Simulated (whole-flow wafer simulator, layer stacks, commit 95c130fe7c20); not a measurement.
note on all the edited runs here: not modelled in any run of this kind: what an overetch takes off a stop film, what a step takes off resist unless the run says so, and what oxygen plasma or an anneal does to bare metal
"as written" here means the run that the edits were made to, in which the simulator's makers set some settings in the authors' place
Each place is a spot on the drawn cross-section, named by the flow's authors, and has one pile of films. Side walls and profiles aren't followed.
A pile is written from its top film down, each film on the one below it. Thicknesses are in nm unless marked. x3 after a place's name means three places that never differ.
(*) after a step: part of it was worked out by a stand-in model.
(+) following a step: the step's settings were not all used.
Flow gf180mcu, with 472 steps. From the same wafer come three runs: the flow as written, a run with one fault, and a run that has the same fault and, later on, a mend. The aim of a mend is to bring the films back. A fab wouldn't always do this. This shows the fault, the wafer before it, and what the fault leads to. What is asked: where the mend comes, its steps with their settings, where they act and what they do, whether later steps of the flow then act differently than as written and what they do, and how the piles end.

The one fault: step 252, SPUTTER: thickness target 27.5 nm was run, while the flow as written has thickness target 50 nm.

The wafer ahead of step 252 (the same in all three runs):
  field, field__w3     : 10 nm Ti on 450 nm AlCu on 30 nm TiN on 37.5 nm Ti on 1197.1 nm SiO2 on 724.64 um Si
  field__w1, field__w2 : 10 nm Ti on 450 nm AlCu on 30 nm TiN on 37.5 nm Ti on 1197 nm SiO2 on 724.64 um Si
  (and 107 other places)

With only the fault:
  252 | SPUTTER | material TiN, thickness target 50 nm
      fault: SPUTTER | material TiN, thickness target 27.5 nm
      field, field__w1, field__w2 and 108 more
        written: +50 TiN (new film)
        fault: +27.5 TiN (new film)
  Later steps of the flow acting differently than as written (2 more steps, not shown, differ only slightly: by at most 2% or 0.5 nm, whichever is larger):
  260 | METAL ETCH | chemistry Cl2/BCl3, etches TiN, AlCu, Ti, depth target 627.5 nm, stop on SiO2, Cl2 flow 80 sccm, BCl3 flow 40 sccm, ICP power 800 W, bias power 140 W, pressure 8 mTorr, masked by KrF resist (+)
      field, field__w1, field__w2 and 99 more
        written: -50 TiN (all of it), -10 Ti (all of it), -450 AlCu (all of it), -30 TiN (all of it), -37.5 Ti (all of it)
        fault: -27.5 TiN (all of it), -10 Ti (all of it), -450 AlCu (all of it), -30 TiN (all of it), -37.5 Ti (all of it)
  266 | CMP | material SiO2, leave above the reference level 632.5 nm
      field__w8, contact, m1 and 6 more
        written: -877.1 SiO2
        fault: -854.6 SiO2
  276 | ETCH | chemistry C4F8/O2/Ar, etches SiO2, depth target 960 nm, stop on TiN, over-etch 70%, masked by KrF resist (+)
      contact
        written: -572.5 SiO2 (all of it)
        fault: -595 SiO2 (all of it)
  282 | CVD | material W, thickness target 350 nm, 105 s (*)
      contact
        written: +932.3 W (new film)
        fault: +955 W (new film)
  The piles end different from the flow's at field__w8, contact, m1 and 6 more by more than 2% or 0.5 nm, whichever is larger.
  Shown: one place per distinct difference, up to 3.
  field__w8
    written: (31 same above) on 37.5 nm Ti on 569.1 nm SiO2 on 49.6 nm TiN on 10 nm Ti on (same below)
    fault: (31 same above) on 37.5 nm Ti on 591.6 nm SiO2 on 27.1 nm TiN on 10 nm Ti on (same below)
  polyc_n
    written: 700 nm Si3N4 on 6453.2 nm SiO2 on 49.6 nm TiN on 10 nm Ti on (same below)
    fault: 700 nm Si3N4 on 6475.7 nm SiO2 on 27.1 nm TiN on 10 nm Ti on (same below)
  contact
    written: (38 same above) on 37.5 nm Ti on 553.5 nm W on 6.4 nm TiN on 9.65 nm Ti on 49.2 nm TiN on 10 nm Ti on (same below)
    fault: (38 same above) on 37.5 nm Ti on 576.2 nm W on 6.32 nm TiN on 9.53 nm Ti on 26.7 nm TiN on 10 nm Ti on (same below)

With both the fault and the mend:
  The mend follows step 252.
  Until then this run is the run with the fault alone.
  252a | SPUTTER | material TiN, thickness target 22.5 nm (a further turn of the flow's step 252, with different settings)
      field, field__w1, field__w2 and 108 more
        +22.5 TiN
  Later steps of the flow that are run all act as written at every place that is followed.
  The piles end the same as the flow's at every place that both follow.
